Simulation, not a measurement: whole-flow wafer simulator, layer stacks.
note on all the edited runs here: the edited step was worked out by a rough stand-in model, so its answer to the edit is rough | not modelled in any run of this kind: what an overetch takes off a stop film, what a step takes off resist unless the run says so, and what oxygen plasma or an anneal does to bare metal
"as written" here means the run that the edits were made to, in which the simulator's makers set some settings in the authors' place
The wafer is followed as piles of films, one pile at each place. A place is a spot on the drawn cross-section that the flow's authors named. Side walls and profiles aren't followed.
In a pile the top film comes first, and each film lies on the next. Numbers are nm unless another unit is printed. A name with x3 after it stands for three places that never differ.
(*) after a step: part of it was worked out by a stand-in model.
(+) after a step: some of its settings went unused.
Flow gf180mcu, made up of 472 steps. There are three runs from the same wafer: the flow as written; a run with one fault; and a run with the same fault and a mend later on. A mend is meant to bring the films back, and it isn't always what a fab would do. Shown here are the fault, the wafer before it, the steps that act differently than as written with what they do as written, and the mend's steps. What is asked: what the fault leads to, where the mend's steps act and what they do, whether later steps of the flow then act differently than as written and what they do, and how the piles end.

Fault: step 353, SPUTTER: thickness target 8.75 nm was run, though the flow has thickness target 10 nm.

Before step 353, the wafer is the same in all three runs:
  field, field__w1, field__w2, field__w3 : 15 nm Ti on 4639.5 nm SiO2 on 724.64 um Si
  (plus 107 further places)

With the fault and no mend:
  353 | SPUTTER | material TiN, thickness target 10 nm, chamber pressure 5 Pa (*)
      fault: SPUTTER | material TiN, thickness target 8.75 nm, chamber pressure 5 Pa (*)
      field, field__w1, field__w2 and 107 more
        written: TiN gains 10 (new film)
        fault: TiN gains 8.75 (new film)
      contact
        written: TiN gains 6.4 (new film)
        fault: TiN gains 5.6 (new film)
  Steps further on in the flow that do not act as written (not shown: 1 more step that differs only slightly, by at most 2% or 0.5 nm, whichever is larger):
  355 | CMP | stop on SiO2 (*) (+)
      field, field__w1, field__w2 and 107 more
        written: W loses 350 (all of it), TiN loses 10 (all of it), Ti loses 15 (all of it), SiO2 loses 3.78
        fault: W loses 350 (all of it), TiN loses 8.75 (all of it), Ti loses 15 (all of it), SiO2 loses 3.77
  The piles end different from the flow's at contact by more than 2% or 0.5 nm, whichever is larger.
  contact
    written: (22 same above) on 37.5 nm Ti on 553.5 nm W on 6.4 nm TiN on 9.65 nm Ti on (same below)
    fault: (22 same above) on 37.5 nm Ti on 554.3 nm W on 5.6 nm TiN on 9.65 nm Ti on (same below)

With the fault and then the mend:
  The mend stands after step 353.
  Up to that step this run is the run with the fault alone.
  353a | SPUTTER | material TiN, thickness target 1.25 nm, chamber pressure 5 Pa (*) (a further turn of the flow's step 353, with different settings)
      field, field__w1, field__w2 and 107 more
        TiN gains 1.25
      contact
        TiN gains 0.8
  None of the later steps of the flow acts differently than as written at any place that is followed.
  By the end, the piles equal the flow's at every place that both follow.
